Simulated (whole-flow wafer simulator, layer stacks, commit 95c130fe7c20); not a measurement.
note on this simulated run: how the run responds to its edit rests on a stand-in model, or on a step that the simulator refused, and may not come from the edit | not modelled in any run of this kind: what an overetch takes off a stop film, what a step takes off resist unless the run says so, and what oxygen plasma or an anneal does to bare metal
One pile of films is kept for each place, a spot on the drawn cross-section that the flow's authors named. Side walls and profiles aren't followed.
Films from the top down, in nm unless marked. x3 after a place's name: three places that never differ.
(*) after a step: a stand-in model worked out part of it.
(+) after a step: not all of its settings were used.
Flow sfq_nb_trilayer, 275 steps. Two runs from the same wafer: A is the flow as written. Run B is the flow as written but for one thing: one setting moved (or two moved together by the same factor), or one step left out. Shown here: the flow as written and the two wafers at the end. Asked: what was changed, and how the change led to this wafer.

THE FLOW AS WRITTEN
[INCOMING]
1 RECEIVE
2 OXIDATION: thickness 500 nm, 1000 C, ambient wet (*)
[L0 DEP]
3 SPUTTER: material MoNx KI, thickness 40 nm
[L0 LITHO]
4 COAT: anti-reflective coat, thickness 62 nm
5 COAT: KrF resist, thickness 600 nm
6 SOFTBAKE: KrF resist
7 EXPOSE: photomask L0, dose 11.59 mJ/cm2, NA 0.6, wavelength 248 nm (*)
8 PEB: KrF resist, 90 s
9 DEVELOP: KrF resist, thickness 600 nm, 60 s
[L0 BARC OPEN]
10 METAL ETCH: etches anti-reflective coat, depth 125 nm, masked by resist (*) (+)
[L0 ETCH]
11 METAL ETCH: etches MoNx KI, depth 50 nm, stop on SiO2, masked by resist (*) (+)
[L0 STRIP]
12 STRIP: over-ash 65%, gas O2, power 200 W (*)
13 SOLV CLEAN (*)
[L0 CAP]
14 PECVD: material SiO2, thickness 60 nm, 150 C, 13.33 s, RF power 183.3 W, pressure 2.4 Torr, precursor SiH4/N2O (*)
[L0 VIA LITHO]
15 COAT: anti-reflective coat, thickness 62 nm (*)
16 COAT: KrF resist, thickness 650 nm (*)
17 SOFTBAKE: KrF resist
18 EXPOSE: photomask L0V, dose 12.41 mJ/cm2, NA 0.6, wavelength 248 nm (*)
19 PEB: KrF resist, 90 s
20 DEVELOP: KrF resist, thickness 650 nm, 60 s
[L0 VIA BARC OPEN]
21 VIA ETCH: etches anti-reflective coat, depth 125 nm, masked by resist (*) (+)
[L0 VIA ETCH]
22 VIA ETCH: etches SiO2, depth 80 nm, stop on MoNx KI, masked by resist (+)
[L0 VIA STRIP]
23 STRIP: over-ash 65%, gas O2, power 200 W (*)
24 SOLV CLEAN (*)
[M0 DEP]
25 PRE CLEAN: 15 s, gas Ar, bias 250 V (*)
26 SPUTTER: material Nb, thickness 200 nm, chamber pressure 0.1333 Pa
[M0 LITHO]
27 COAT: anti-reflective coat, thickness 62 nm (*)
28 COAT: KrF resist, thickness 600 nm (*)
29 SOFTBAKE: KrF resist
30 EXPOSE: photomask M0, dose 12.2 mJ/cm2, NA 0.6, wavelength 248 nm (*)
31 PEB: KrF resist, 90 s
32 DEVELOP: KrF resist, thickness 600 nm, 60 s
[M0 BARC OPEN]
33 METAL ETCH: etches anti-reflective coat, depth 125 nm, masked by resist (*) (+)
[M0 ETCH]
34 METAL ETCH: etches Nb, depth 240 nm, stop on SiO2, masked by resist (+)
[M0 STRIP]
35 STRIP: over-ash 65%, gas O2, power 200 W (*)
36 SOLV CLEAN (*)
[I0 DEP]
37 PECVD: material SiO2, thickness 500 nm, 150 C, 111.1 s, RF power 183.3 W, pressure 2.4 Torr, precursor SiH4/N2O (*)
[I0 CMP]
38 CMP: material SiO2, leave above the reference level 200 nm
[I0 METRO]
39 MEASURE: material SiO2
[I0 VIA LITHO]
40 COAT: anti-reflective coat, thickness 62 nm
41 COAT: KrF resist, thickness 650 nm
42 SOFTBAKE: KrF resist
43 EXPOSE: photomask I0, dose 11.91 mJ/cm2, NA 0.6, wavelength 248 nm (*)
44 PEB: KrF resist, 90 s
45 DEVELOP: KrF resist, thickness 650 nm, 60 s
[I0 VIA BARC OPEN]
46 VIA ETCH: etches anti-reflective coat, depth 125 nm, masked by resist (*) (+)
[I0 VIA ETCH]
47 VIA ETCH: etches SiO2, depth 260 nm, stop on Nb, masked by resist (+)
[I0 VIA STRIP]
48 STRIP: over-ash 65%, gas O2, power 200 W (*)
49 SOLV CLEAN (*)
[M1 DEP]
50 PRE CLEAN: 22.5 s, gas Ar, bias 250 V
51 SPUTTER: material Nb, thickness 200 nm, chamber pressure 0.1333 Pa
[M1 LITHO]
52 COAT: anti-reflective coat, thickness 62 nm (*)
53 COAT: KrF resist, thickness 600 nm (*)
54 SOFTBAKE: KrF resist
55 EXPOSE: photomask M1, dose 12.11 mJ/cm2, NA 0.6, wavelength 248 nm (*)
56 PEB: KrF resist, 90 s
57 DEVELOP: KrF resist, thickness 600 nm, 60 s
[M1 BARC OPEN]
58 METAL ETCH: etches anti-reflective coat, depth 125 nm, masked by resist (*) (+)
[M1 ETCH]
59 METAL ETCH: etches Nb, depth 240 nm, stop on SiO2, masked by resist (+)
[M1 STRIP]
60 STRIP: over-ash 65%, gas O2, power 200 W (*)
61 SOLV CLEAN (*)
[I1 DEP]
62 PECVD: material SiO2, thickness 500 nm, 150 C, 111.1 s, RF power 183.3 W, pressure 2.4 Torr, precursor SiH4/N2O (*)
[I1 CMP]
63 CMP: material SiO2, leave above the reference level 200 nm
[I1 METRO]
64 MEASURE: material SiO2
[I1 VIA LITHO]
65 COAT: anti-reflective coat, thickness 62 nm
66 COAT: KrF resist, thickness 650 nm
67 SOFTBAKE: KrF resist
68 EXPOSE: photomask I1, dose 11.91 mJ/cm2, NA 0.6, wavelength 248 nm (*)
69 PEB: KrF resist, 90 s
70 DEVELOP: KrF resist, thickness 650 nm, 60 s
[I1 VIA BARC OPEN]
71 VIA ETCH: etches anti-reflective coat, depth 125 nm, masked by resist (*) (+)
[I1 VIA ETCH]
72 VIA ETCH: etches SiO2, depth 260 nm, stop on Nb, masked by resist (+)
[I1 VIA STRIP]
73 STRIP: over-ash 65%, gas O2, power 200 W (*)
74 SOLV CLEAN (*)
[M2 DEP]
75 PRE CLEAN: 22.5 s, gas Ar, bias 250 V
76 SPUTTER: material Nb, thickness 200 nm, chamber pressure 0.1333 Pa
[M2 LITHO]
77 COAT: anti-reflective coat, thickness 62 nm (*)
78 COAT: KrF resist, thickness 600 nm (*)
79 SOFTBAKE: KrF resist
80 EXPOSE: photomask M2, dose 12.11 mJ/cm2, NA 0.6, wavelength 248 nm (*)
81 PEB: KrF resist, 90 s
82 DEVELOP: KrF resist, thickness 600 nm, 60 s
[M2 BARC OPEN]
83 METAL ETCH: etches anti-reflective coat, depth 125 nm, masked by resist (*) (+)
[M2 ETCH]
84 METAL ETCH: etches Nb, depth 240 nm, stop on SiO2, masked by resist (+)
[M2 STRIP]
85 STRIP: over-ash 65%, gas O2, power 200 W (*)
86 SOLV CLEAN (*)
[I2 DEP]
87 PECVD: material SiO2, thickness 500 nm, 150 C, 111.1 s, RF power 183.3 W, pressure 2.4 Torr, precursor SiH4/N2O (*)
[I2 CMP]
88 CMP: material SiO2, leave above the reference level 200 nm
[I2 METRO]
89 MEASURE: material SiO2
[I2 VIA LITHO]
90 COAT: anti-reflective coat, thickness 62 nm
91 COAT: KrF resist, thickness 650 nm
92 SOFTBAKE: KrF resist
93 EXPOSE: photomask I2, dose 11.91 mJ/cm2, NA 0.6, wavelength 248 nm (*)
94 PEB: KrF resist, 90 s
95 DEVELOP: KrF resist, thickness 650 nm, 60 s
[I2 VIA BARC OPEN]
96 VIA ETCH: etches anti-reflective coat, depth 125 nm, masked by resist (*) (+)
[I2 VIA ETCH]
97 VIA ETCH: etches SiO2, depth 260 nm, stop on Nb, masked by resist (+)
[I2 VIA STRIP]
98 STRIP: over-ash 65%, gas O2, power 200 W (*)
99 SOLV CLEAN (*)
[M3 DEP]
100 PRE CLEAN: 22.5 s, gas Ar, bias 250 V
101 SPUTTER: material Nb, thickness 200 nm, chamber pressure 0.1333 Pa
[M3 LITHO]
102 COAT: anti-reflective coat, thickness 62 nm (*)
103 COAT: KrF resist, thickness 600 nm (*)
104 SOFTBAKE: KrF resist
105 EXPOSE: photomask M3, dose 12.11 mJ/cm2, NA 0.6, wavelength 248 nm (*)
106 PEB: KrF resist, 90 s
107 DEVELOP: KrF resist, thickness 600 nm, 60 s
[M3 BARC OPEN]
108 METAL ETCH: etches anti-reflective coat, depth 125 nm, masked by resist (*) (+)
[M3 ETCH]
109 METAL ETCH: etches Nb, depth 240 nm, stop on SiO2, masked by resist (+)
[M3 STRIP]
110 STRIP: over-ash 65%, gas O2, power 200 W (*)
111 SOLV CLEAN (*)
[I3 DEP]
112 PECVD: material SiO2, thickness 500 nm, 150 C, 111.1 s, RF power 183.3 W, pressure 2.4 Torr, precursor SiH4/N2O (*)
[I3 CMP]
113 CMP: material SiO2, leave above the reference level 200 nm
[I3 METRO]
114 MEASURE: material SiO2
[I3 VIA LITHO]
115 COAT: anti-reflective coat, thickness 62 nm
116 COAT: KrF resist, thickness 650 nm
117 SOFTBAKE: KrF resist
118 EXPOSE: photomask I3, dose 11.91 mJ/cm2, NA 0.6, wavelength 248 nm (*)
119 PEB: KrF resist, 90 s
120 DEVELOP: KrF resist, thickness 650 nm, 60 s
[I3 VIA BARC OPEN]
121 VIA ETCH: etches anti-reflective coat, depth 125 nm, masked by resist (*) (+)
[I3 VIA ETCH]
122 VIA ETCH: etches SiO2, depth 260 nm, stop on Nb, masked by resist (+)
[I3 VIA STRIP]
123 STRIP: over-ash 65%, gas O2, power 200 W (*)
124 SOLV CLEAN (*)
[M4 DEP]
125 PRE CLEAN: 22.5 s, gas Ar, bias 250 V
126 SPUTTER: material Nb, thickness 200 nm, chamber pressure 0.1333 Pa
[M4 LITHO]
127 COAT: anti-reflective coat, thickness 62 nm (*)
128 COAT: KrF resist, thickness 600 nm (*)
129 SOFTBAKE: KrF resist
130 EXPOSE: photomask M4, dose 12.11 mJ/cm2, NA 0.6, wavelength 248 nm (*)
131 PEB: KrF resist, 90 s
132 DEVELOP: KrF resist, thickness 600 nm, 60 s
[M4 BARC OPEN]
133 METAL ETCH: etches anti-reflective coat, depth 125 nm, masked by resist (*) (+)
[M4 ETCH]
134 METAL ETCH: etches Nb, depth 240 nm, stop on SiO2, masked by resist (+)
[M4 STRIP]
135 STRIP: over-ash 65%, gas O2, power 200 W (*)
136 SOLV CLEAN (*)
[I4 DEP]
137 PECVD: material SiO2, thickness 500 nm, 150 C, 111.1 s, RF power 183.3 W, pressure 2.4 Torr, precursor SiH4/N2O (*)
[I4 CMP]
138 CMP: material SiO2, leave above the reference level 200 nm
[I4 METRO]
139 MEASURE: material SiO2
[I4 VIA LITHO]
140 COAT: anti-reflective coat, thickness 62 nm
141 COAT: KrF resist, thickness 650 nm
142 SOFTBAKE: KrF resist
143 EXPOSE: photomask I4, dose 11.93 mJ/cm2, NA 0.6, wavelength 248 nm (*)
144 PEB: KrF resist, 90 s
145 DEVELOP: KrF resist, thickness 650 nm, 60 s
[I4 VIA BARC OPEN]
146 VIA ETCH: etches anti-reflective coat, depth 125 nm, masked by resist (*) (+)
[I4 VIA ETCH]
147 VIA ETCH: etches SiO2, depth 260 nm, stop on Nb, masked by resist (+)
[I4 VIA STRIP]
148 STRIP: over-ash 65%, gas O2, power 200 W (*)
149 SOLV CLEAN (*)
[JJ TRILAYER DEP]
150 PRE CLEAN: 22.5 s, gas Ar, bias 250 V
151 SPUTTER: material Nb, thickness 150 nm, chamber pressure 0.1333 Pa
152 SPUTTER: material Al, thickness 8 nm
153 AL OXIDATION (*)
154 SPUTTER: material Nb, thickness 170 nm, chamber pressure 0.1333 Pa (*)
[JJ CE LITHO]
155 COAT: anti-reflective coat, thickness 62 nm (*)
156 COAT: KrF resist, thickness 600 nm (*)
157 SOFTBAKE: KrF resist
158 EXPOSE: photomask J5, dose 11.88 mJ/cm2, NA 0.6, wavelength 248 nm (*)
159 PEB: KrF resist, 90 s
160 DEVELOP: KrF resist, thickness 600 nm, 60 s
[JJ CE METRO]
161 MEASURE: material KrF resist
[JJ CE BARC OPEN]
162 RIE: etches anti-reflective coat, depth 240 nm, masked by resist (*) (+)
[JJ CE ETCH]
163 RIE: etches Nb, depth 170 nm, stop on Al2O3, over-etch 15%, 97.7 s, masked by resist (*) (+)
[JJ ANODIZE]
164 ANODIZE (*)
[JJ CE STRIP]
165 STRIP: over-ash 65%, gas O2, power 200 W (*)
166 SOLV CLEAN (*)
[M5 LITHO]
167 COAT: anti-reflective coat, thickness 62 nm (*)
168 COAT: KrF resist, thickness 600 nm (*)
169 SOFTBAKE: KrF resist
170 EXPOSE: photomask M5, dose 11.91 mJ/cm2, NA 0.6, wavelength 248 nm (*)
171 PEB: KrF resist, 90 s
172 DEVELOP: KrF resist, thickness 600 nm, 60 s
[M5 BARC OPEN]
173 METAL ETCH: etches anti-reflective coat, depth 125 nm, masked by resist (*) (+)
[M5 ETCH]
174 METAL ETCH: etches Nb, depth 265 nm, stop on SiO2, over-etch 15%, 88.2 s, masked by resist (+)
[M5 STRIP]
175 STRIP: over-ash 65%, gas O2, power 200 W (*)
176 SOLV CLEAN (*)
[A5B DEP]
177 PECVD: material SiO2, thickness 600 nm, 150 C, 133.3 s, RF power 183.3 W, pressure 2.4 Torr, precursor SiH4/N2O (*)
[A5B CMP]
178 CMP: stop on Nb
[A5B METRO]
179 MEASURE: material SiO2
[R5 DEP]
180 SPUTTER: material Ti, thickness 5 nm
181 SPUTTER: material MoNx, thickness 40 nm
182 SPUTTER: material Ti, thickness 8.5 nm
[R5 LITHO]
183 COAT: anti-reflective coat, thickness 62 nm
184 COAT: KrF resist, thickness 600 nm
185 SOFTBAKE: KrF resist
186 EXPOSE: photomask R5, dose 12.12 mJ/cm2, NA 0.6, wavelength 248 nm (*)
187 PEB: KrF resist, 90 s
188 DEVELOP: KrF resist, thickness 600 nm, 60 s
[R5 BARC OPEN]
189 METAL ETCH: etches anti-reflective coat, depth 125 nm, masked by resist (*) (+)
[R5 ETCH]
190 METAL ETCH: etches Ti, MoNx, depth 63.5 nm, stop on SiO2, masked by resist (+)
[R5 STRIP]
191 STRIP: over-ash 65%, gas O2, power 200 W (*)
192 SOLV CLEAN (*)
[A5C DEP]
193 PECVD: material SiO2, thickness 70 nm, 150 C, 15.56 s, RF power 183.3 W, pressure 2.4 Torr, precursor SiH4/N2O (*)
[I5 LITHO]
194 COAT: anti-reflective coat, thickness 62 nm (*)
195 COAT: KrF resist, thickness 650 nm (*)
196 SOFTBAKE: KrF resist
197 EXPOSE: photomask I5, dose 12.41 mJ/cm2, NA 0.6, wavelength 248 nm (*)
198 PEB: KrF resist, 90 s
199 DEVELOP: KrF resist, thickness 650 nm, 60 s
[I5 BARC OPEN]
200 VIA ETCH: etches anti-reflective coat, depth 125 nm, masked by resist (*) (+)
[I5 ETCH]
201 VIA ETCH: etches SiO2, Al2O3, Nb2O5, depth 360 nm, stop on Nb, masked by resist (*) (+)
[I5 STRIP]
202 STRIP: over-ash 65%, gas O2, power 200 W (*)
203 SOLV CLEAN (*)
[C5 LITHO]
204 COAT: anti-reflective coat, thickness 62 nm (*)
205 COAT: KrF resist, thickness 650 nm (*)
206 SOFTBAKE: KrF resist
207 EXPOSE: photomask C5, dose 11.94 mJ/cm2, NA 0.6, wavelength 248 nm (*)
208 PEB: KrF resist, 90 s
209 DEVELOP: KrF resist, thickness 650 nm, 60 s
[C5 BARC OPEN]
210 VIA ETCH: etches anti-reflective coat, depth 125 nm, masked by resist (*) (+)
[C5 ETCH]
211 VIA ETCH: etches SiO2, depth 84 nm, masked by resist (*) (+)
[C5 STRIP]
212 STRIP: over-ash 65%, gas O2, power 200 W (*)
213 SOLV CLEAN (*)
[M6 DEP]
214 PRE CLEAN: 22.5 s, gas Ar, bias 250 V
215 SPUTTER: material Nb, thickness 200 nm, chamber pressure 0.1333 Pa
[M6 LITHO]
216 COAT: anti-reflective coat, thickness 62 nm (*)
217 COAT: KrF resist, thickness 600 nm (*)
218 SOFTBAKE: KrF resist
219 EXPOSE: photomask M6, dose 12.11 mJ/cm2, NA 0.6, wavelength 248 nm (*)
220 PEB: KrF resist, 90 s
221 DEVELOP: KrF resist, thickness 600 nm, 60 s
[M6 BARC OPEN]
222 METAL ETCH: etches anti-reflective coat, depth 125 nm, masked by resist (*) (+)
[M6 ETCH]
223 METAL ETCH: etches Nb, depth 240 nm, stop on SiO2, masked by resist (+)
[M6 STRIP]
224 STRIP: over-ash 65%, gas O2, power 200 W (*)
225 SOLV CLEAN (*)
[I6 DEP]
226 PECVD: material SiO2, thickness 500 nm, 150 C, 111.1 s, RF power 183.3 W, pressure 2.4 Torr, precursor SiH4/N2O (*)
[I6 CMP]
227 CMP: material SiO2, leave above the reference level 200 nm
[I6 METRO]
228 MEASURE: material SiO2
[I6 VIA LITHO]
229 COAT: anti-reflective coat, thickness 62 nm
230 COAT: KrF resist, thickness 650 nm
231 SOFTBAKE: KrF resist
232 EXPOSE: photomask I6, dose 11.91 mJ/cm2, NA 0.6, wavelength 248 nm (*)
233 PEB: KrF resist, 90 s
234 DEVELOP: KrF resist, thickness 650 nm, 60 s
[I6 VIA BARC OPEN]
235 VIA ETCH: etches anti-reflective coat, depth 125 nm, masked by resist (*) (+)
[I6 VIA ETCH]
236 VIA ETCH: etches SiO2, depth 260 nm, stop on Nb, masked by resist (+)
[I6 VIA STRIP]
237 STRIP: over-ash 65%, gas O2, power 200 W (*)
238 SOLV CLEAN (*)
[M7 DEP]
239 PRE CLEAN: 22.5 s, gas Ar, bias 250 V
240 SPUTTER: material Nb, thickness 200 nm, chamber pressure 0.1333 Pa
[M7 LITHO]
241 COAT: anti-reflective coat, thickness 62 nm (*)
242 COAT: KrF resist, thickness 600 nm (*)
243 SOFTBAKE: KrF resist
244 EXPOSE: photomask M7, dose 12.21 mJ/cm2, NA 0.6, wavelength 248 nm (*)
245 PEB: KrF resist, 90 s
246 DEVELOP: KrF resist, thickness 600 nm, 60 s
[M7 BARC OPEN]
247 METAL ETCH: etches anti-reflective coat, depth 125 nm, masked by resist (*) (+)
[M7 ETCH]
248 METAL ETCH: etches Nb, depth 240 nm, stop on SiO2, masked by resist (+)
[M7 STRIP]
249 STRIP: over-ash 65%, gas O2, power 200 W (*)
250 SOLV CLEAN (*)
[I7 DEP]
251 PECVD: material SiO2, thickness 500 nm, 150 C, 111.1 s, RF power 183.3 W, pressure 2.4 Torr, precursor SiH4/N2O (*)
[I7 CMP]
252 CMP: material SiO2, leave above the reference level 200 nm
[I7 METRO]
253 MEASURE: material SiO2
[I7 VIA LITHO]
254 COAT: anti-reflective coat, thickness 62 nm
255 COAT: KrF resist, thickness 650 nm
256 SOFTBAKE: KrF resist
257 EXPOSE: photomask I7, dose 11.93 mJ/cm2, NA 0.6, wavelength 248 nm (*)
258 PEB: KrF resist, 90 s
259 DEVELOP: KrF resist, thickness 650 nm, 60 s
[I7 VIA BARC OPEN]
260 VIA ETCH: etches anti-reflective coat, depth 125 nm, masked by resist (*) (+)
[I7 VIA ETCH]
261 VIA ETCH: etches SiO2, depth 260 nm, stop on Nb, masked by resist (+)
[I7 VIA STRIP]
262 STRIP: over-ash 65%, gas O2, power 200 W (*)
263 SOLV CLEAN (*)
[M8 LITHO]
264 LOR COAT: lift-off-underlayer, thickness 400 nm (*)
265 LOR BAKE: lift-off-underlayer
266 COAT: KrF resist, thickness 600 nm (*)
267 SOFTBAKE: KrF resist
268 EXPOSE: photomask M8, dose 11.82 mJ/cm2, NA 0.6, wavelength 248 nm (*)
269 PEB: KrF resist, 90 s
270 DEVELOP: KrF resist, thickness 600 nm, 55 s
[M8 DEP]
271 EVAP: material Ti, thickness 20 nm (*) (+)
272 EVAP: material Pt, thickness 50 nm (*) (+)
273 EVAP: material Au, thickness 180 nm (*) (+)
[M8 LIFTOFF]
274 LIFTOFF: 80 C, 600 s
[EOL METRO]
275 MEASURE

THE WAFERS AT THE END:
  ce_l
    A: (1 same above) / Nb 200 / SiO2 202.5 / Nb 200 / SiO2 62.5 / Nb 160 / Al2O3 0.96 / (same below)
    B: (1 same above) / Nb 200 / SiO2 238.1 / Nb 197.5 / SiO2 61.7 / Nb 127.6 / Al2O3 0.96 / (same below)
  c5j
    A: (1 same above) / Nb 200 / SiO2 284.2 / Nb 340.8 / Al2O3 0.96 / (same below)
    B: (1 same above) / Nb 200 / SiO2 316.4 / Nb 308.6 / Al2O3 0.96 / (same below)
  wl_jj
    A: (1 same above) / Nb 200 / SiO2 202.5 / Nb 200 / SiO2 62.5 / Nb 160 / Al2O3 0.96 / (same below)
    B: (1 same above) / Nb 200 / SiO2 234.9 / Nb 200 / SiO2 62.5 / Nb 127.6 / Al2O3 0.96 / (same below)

The cause: step 190, METAL ETCH: depth 95.9 nm was run, where the flow has depth 63.5 nm.

How the change led to this, step by step:
  190 METAL ETCH: etches Ti, MoNx, depth 63.5 nm, stop on SiO2, masked by resist (+)
      be_r, r_sur, res, r_end, r5r_line_l, r5r_line_c, r5r_line_r: A KrF resist -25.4 | B KrF resist -38.4
      ce_l, c5j, ce_r, wl_jj: A Ti -8.5 (all of it), MoNx -40 (all of it), Ti -5 (all of it), Nb -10 | B Ti -8.5 (all of it), MoNx -40 (all of it), Ti -5 (all of it), Nb -42.4
  191 STRIP: over-ash 65%, gas O2, power 200 W (*)
      be_r, r_sur, res, r_end, r5r_line_l, r5r_line_c, r5r_line_r: A KrF resist -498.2 (all of it), anti-reflective coat -62 (all of it) | B KrF resist -485.2 (all of it), anti-reflective coat -62 (all of it)
  194 COAT: anti-reflective coat, thickness 62 nm (*)
      wl_j_sl, wl_j_sr: A anti-reflective coat +60.2 (new film) | B anti-reflective coat +55.3 (new film)
      jj_sur: A anti-reflective coat +60.8 (new film) | B anti-reflective coat +55.7 (new film)
      (and at 5 more places)
  195 COAT: KrF resist, thickness 650 nm (*)
      c5j: A KrF resist +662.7 (new film) | B KrF resist +679.8 (new film)
      wl_jj: A KrF resist +654.8 (new film) | B KrF resist +670.8 (new film)
  202 STRIP: over-ash 65%, gas O2, power 200 W (*)
      wl_j_sl, wl_j_sr: A KrF resist -333.3 (all of it), anti-reflective coat -60.2 (all of it) | B KrF resist -333 (all of it), anti-reflective coat -55.3 (all of it)
      jj_sur: A KrF resist -337.2 (all of it), anti-reflective coat -60.8 (all of it) | B KrF resist -337.5 (all of it), anti-reflective coat -55.7 (all of it)
      (and at 5 more places)
  204 COAT: anti-reflective coat, thickness 62 nm (*)
      wl_j_sl, wl_j_sr: A anti-reflective coat +60.2 (new film) | B anti-reflective coat +55.3 (new film)
      jj_sur: A anti-reflective coat +59.5 (new film) | B anti-reflective coat +54.4 (new film)
      (and at 5 more places)
  205 COAT: KrF resist, thickness 650 nm (*)
      c5j: A KrF resist +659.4 (new film) | B KrF resist +676.7 (new film)
      wl_jj: A KrF resist +654.8 (new film) | B KrF resist +670.8 (new film)
  209 DEVELOP: KrF resist, thickness 650 nm, 60 s
      c5j: A KrF resist -658.1 (all of it) | B KrF resist -675.2 (all of it)
  210 VIA ETCH: etches anti-reflective coat, depth 125 nm, masked by resist (*) (+)
      c5j: A anti-reflective coat -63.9 (all of it), SiO2 -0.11 | B anti-reflective coat -73 (all of it)
  212 STRIP: over-ash 65%, gas O2, power 200 W (*)
      wl_j_sl, wl_j_sr: A KrF resist -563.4 (all of it), anti-reflective coat -60.2 (all of it) | B KrF resist -563.2 (all of it), anti-reflective coat -55.3 (all of it)
      jj_sur: A KrF resist -562 (all of it), anti-reflective coat -59.5 (all of it) | B KrF resist -562.1 (all of it), anti-reflective coat -54.4 (all of it)
      (and at 4 more places)
  216 COAT: anti-reflective coat, thickness 62 nm (*)
      wl_j_sl, wl_j_sr: A anti-reflective coat +60.2 (new film) | B anti-reflective coat +55.5 (new film)
      jj_sur: A anti-reflective coat +56.1 (new film) | B anti-reflective coat +50.9 (new film)
      (and at 5 more places)
  217 COAT: KrF resist, thickness 600 nm (*)
      ce_l: A KrF resist +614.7 (new film) | B KrF resist +629.9 (new film)
      c5j: A KrF resist +636 (new film) | B KrF resist +653.6 (new film)
      (and at 2 more places)
  224 STRIP: over-ash 65%, gas O2, power 200 W (*)
      wl_j_sl, wl_j_sr: A KrF resist -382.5 (all of it), anti-reflective coat -60.2 (all of it) | B KrF resist -382.1 (all of it), anti-reflective coat -55.5 (all of it)
      jj_sur: A KrF resist -378.5 (all of it), anti-reflective coat -56.1 (all of it) | B KrF resist -378.2 (all of it), anti-reflective coat -50.9 (all of it)
      (and at 5 more places)
  227 CMP: material SiO2, leave above the reference level 200 nm
      ce_l, ce_r: A SiO2 -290 | B SiO2 -254.4
      c5j: A SiO2 -223 | B SiO2 -187.4
      (and at 1 more place)
